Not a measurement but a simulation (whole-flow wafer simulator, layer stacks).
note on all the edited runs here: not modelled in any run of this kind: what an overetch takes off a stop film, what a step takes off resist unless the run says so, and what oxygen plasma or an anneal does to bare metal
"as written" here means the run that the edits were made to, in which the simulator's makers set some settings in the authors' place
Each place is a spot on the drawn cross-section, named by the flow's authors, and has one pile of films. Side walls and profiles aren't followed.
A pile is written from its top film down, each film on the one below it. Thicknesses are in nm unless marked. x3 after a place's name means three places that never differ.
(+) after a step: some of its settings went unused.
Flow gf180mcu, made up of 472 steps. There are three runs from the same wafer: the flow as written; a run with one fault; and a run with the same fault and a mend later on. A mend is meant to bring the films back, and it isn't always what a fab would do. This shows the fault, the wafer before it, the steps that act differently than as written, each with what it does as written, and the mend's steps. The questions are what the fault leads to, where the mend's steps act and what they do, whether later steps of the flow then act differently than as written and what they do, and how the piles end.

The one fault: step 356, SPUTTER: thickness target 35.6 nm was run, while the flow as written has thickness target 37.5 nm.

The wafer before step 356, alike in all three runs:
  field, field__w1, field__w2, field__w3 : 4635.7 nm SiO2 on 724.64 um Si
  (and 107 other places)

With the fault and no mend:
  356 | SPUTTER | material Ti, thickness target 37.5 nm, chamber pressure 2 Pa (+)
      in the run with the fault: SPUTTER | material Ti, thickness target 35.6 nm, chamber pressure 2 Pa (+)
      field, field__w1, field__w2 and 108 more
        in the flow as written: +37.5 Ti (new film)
        in the run with the fault: +35.6 Ti (new film)
  Steps further on in the flow that do not act as written (not shown: 1 more step that differs only slightly, by at most 2% or 0.5 nm, whichever is larger):
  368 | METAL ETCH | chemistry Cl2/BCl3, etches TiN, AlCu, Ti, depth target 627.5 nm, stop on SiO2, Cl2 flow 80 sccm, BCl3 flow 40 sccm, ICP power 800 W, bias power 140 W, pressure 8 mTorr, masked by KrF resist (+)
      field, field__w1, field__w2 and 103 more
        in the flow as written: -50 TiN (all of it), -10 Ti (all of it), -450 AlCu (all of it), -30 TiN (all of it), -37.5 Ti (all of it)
        in the run with the fault: -50 TiN (all of it), -10 Ti (all of it), -450 AlCu (all of it), -30 TiN (all of it), -35.6 Ti (all of it)
  The piles end different from the flow's at field__w8, contact, m1, m1__w1, m1_nw by more than 2% or 0.5 nm, whichever is larger.
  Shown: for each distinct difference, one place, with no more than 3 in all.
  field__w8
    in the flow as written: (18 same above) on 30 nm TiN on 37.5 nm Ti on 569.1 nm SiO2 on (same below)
    in the run with the fault: (18 same above) on 30 nm TiN on 35.6 nm Ti on 569.1 nm SiO2 on (same below)
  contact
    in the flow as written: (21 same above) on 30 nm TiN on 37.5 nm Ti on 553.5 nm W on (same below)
    in the run with the fault: (21 same above) on 30 nm TiN on 35.6 nm Ti on 553.5 nm W on (same below)

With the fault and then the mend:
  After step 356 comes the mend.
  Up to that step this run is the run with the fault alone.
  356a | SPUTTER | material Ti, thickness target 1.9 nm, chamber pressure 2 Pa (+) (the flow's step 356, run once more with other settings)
      field, field__w1, field__w2 and 108 more
        +1.9 Ti
  None of the later steps of the flow acts differently than as written at any place that is followed.
  By the end, the piles equal the flow's at every place that both follow.
